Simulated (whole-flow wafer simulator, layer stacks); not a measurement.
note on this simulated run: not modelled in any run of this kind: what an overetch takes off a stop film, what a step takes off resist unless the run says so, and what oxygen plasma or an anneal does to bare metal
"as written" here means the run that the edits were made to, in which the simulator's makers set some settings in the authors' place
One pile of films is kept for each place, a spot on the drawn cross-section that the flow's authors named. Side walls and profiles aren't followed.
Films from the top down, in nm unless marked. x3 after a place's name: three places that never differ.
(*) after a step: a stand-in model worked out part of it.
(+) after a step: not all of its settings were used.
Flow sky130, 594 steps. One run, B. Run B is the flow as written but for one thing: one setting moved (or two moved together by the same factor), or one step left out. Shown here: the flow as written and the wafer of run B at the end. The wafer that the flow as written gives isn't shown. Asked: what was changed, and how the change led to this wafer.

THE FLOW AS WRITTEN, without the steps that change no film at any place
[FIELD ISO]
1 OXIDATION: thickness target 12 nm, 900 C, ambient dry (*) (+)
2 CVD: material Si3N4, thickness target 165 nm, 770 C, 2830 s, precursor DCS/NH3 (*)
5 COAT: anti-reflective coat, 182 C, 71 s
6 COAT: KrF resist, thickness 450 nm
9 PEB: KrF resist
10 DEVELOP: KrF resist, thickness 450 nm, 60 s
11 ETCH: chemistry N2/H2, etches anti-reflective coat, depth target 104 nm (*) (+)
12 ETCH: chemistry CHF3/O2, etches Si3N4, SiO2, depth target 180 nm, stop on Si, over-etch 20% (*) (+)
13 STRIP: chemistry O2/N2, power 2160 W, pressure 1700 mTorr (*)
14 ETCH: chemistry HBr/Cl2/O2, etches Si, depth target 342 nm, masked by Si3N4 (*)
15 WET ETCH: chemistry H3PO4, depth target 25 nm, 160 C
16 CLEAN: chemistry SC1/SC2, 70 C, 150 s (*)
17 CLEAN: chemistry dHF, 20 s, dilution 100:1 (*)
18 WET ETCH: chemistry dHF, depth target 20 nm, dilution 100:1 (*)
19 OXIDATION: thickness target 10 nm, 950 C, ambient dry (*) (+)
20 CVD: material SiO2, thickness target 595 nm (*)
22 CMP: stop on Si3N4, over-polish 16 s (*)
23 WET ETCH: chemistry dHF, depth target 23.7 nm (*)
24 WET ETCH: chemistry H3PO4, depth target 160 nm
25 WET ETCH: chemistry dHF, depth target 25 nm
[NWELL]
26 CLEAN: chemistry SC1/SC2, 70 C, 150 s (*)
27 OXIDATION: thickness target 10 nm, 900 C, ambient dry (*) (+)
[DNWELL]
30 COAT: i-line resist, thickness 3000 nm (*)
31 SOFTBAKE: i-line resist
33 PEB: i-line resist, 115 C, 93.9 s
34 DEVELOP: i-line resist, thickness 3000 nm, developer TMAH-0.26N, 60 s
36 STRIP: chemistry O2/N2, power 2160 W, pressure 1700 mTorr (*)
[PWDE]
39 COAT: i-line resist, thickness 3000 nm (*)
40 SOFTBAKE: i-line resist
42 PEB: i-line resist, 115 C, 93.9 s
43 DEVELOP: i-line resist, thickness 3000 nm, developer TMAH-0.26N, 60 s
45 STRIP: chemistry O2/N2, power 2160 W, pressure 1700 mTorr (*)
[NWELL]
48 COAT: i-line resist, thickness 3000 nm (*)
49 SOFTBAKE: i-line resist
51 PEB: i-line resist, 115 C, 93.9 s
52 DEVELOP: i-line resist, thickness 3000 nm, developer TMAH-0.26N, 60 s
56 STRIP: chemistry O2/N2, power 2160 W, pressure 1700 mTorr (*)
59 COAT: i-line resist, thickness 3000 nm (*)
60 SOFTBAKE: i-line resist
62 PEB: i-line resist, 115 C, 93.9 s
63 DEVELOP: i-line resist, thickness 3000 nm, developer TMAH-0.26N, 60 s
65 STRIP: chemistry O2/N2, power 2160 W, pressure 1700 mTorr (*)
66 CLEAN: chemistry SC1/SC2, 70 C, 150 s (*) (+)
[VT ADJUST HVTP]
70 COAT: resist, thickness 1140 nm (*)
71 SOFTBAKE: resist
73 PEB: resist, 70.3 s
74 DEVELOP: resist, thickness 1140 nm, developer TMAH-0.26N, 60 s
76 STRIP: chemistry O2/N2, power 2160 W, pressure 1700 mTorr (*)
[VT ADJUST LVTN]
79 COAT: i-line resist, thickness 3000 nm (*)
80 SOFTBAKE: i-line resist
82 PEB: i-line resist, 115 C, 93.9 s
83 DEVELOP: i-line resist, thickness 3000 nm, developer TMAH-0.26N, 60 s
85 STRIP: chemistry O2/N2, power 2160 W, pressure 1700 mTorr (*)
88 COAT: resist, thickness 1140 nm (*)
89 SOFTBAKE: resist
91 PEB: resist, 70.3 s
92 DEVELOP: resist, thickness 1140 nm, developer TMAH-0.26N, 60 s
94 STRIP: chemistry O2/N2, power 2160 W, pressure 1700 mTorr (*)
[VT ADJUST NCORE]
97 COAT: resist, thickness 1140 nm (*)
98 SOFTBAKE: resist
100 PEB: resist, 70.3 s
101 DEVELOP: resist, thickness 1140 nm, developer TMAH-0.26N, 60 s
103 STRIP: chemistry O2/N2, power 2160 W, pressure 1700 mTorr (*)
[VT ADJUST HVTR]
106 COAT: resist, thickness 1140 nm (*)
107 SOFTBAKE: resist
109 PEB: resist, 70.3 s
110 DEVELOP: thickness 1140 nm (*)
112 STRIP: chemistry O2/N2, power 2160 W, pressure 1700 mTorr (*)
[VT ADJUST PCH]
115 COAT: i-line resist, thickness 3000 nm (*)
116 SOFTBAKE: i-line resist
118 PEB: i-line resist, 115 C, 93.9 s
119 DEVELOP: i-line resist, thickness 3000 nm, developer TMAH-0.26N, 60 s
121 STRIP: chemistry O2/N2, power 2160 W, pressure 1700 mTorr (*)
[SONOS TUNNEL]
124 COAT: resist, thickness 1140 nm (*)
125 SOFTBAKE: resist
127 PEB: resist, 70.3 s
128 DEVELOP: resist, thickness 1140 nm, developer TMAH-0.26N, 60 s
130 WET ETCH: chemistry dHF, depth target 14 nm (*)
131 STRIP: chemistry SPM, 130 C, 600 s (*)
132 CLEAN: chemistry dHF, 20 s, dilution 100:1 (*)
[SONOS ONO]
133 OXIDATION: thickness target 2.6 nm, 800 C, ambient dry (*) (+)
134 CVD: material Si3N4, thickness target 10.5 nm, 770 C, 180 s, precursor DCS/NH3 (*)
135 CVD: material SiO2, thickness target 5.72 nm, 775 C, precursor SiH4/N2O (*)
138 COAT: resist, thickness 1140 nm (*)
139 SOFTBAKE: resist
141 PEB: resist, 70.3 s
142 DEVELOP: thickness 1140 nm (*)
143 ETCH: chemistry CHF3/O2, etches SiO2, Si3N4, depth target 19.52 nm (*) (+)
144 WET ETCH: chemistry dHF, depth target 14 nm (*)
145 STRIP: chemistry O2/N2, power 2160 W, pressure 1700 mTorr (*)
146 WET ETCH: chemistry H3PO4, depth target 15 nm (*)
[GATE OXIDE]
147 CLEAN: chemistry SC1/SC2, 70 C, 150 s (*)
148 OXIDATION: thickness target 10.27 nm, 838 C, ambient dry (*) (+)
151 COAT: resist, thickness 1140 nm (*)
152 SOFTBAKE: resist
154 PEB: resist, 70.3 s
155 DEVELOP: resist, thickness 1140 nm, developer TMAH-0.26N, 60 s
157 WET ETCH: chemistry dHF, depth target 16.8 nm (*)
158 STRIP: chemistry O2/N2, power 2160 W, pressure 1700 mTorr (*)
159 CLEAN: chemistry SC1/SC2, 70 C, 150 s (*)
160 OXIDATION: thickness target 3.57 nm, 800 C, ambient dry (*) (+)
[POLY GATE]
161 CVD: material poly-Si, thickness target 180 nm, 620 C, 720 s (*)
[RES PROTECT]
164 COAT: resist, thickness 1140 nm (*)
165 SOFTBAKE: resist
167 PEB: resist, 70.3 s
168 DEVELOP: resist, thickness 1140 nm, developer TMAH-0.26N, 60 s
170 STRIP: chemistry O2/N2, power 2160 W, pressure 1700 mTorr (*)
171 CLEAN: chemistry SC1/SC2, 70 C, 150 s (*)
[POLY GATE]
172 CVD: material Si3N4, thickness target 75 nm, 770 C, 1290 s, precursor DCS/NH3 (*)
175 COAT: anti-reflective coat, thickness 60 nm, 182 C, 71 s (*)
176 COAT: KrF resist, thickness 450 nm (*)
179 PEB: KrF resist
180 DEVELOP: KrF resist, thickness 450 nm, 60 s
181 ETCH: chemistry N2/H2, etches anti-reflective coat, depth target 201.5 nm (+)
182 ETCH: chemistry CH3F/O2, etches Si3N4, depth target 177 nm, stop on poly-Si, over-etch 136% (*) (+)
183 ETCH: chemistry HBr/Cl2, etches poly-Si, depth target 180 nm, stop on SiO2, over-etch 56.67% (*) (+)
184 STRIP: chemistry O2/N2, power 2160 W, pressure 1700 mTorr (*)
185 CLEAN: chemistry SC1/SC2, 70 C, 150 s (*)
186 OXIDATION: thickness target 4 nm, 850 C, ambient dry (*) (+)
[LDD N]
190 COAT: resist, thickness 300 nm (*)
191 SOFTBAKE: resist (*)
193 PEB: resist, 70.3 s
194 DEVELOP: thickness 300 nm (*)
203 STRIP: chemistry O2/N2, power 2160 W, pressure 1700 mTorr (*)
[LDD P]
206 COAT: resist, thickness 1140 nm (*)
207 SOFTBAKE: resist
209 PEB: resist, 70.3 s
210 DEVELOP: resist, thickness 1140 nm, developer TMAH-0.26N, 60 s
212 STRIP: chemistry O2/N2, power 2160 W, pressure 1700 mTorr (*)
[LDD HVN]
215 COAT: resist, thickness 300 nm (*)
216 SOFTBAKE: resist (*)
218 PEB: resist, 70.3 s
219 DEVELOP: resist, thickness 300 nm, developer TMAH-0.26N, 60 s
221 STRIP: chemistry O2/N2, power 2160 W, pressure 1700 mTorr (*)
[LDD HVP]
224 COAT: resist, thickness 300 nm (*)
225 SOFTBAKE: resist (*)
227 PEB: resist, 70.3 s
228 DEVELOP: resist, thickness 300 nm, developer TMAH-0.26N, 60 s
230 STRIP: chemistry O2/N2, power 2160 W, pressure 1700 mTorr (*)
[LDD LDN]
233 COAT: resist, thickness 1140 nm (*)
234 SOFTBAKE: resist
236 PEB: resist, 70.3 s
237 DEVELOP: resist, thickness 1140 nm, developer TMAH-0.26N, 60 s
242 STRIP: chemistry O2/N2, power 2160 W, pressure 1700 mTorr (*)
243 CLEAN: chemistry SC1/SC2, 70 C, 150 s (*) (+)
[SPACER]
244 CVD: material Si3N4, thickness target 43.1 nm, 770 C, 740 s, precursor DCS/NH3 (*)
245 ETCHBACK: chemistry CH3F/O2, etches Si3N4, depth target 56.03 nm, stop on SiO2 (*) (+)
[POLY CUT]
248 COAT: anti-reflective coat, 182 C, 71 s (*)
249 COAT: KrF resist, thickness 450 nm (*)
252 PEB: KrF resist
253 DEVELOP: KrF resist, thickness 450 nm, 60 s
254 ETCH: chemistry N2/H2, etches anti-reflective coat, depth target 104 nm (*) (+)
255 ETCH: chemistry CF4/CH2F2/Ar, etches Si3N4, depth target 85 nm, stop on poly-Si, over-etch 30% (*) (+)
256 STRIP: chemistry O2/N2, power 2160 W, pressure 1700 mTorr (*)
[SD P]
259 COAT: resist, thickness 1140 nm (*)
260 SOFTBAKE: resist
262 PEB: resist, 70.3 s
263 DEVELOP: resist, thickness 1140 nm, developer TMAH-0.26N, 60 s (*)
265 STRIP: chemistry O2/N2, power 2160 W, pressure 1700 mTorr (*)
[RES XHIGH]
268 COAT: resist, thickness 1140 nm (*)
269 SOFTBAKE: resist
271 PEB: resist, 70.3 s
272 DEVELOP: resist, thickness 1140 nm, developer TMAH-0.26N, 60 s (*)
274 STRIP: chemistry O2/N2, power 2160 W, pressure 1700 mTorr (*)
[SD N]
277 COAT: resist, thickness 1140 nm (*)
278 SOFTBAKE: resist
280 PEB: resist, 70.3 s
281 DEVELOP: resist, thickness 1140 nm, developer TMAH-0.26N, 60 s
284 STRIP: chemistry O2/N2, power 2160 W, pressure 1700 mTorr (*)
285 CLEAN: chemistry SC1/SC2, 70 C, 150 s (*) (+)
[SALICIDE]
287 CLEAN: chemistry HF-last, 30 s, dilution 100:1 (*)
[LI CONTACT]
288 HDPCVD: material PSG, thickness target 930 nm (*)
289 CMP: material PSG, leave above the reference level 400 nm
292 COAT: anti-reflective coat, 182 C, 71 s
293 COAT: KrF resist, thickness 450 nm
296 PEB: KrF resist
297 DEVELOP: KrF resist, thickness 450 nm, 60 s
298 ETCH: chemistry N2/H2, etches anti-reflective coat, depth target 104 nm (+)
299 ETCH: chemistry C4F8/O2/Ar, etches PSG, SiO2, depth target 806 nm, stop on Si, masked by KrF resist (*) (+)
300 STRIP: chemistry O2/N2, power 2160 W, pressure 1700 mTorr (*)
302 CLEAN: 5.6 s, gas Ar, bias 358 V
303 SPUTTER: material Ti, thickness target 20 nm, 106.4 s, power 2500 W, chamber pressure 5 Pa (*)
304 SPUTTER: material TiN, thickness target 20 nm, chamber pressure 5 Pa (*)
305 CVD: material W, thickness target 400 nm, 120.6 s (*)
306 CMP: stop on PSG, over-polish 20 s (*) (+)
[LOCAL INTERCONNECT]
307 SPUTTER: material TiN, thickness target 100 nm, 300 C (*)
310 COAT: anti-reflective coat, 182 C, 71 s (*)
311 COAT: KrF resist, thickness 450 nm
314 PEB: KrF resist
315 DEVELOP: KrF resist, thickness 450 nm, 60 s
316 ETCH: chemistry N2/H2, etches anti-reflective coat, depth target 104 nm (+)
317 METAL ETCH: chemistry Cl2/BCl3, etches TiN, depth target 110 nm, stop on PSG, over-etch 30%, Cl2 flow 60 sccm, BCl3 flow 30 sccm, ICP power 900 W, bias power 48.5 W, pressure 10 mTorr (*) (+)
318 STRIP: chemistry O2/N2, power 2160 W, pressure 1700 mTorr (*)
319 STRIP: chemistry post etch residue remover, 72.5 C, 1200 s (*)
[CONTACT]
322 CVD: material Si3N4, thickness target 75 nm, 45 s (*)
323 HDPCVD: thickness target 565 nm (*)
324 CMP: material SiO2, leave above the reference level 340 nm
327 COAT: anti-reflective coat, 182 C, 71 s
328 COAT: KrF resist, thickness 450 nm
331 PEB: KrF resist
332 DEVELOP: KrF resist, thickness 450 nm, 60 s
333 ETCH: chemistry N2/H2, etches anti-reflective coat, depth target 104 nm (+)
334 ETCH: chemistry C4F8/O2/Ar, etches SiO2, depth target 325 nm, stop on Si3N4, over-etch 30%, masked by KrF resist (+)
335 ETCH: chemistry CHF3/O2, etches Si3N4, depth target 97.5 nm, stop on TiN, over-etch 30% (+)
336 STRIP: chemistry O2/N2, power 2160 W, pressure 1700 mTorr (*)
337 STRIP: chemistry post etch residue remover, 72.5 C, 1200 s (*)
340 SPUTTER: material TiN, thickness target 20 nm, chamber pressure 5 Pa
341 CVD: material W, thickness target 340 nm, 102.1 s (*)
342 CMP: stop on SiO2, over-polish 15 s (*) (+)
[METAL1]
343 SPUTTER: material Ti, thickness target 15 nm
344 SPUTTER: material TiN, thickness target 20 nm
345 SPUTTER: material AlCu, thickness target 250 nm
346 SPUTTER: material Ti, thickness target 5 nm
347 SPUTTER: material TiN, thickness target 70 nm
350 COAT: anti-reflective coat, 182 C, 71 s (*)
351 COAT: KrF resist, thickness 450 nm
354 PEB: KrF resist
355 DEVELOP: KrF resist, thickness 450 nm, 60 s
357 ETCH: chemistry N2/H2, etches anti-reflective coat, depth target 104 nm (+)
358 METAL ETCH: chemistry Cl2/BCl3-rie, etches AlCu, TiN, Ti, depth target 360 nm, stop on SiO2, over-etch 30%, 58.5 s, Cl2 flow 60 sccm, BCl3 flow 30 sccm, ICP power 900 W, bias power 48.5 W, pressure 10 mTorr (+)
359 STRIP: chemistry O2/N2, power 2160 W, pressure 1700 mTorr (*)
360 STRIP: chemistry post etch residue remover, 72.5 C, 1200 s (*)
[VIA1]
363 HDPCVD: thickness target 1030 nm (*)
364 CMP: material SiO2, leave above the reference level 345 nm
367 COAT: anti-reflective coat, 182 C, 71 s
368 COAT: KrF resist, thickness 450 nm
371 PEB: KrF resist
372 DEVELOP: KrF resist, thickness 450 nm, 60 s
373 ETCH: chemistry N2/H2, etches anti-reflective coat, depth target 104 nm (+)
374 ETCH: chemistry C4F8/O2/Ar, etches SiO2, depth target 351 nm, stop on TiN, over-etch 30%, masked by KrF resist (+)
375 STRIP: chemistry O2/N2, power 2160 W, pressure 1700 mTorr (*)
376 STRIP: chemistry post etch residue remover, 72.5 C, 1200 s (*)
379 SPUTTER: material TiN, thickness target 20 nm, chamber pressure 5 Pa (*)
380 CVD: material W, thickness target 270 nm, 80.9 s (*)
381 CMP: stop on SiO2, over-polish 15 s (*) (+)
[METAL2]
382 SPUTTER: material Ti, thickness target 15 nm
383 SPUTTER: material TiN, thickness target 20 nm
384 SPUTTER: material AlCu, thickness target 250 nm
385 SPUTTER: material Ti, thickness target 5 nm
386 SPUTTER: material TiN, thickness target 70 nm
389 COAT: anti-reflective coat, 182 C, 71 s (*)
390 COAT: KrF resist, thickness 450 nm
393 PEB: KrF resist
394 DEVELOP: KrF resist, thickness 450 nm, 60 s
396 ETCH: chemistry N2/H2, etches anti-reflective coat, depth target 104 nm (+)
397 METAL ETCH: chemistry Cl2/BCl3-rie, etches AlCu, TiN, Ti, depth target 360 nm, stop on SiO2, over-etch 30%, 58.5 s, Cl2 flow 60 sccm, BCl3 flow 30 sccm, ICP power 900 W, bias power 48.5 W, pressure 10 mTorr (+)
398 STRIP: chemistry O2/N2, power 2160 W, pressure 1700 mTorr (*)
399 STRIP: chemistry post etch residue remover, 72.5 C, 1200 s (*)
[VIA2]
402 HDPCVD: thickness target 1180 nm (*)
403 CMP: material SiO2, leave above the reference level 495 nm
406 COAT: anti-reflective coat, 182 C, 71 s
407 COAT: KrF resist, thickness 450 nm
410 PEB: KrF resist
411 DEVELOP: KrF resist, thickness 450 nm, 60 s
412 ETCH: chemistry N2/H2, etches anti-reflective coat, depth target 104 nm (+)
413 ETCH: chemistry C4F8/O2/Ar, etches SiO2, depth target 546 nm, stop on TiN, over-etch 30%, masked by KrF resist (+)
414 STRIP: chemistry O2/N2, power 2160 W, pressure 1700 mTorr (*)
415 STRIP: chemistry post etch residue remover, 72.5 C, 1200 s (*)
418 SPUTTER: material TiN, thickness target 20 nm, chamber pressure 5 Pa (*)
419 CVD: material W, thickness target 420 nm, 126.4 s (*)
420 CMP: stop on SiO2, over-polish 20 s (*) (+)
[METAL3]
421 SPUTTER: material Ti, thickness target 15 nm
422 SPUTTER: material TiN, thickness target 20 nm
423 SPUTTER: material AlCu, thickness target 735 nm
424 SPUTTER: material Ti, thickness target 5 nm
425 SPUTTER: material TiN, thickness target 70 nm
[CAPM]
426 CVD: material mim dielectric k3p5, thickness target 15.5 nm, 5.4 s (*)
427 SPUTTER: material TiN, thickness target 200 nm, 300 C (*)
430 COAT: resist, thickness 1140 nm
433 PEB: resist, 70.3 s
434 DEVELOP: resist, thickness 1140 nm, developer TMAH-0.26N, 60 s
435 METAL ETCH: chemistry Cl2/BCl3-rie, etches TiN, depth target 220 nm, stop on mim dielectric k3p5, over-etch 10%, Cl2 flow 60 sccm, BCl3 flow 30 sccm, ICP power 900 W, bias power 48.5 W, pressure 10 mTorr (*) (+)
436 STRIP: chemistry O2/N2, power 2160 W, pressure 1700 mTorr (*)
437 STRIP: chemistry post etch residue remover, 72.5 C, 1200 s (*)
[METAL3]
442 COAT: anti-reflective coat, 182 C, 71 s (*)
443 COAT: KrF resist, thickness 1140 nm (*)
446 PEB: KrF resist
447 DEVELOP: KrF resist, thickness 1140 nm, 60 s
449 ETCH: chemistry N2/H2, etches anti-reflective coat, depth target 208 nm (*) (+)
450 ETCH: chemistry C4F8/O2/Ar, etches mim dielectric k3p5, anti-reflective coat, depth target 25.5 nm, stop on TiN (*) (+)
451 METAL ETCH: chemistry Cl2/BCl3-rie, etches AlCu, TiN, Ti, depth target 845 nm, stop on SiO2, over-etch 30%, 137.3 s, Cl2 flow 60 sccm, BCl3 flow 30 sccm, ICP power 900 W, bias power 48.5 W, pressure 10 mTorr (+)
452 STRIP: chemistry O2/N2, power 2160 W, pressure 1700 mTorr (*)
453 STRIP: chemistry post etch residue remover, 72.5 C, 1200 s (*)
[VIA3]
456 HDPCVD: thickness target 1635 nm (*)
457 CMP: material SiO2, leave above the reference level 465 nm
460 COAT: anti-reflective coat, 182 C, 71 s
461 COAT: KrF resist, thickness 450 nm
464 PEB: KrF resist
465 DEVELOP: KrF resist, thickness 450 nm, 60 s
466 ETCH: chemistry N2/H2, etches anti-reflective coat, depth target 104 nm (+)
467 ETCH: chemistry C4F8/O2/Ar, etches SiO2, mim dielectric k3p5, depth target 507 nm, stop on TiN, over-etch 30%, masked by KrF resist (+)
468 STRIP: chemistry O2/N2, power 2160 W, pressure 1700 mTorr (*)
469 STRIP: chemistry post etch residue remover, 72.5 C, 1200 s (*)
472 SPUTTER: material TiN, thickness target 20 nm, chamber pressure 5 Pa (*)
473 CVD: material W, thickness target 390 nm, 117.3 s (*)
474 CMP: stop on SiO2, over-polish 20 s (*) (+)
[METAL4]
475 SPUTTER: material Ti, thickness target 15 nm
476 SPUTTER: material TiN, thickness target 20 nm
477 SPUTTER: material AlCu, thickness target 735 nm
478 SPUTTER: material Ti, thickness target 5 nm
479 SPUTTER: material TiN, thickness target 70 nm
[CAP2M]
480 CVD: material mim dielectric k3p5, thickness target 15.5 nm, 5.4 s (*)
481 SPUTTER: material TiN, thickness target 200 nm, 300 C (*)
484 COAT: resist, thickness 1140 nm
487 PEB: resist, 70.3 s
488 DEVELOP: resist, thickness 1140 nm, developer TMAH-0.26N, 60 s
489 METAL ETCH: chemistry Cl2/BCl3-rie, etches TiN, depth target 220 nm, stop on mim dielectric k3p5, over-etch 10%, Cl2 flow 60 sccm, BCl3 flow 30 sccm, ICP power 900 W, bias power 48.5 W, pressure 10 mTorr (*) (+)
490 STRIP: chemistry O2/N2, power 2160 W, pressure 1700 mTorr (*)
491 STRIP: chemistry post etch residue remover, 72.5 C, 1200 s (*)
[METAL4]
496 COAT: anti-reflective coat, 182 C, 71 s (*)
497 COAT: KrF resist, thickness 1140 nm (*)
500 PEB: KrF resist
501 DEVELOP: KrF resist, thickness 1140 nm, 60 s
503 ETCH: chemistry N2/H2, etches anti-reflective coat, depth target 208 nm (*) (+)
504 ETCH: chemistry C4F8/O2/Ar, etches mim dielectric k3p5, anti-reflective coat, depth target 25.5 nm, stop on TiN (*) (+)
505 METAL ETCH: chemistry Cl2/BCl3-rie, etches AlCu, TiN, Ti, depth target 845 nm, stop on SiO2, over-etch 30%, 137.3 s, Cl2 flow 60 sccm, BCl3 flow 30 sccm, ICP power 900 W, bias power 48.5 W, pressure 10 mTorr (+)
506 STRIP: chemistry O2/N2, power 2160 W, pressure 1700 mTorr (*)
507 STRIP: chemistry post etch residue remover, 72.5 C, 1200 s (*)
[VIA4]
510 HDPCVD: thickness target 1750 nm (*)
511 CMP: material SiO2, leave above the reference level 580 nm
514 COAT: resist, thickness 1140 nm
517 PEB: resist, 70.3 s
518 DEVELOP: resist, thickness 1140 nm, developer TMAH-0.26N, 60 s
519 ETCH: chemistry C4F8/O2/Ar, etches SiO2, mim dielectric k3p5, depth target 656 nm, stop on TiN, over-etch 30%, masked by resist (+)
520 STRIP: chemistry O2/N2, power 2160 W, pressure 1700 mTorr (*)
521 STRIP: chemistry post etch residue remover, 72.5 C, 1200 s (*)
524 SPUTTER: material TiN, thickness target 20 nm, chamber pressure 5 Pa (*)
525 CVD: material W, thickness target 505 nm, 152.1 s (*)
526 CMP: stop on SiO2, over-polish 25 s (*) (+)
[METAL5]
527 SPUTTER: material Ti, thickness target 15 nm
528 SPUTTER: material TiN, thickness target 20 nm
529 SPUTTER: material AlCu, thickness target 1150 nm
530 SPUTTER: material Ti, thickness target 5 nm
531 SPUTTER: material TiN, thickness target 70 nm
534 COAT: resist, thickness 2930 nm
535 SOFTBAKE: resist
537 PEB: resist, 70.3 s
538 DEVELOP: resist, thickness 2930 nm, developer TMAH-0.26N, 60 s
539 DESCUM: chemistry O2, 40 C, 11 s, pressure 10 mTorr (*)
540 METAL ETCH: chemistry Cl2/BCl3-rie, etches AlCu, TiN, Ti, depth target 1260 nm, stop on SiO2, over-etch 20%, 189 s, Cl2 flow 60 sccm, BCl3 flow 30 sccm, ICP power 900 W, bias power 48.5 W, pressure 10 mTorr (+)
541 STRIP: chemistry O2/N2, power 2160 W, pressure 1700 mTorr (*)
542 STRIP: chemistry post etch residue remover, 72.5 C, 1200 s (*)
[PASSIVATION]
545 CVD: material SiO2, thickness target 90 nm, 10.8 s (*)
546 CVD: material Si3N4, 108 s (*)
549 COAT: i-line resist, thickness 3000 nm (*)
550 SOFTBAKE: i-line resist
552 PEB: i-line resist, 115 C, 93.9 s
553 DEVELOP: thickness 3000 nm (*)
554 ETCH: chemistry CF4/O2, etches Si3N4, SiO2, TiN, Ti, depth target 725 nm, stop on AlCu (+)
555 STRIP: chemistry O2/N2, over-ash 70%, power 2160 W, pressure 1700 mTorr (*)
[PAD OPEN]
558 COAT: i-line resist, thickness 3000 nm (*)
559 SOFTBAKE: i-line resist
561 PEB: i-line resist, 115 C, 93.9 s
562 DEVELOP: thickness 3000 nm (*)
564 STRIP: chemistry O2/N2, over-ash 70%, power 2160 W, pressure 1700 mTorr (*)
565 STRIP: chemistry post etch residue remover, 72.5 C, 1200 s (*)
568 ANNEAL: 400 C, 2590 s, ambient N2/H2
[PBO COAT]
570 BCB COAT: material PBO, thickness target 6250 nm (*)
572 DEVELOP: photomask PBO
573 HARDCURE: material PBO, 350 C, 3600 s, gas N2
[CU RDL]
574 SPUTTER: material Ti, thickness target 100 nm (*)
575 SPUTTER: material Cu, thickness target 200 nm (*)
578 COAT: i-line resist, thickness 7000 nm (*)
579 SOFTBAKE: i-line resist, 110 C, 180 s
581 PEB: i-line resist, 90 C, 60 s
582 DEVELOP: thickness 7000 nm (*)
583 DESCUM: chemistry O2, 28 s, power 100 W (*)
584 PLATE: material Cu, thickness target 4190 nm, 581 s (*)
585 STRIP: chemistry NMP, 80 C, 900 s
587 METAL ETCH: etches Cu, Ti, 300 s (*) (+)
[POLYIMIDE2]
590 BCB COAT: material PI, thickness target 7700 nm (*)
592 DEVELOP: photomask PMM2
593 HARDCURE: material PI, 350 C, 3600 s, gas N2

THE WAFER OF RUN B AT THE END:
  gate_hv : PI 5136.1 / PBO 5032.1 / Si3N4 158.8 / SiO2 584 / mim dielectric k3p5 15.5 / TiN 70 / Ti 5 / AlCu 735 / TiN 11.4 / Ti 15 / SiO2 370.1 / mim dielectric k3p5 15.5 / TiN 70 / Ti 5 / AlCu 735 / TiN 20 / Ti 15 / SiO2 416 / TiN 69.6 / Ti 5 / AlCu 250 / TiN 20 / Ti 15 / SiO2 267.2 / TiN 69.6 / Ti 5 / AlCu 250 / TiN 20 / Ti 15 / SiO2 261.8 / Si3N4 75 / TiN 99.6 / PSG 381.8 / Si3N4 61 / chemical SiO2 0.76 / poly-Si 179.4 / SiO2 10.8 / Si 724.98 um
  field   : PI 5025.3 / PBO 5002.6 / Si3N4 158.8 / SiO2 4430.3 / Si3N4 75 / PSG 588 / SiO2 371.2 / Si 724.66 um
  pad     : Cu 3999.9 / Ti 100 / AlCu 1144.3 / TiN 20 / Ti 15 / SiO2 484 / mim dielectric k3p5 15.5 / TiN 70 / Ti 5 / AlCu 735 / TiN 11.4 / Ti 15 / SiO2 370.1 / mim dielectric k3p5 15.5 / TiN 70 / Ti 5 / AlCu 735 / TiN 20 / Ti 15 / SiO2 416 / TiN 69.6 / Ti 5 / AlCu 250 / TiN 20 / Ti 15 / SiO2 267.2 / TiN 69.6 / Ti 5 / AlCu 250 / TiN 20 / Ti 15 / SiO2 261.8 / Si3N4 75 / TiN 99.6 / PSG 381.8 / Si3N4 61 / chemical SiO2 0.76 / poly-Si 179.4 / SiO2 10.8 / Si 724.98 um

The cause: step 476, SPUTTER: thickness target 11.4 nm was run, where the flow has thickness target 20 nm.
It can be read off the wafer: gate_hv has TiN 11.4, and step 476 as written asks for 20 nm.

How the change led to this, step by step:
  476 SPUTTER: material TiN, thickness target 20 nm
      field, active, n_well and 189 more: TiN +11.4 (new film) (as written it would be: TiN +20 (new film))
  505 METAL ETCH: chemistry Cl2/BCl3-rie, etches AlCu, TiN, Ti, depth target 845 nm, stop on SiO2, over-etch 30%, 137.3 s, Cl2 flow 60 sccm, BCl3 flow 30 sccm, ICP power 900 W, bias power 48.5 W, pressure 10 mTorr (+)
      field, gate, spacer and 68 more: TiN -70 (all of it), Ti -5 (all of it), AlCu -735 (all of it), TiN -11.4 (all of it), Ti -15 (all of it), SiO2 -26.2 (as written it would be: TiN -70 (all of it), Ti -5 (all of it), AlCu -735 (all of it), TiN -20 (all of it), Ti -15 (all of it), SiO2 -25.4)
      active, vpp_iso1, mim_edge_plate and 14 more: TiN -70 (all of it), Ti -5 (all of it), AlCu -735 (all of it), TiN -11.4 (all of it), Ti -15 (all of it), SiO2 -26.2 (as written it would be: TiN -70 (all of it), Ti -5 (all of it), AlCu -735 (all of it), TiN -20 (all of it), Ti -15 (all of it), SiO2 -25.3)
  511 CMP: material SiO2, leave above the reference level 580 nm
      field, active, gate and 77 more: SiO2 -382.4 (as written it would be: SiO2 -374.7)
      iso_guard__w1, mim_edge_gap, vpp_l1ln, vpp_m3ln, rpm_encl, via2_enc, rpm_encl_psd, iso_guard_nsd_tip: SiO2 -382.4 (as written it would be: SiO2 -374.6)
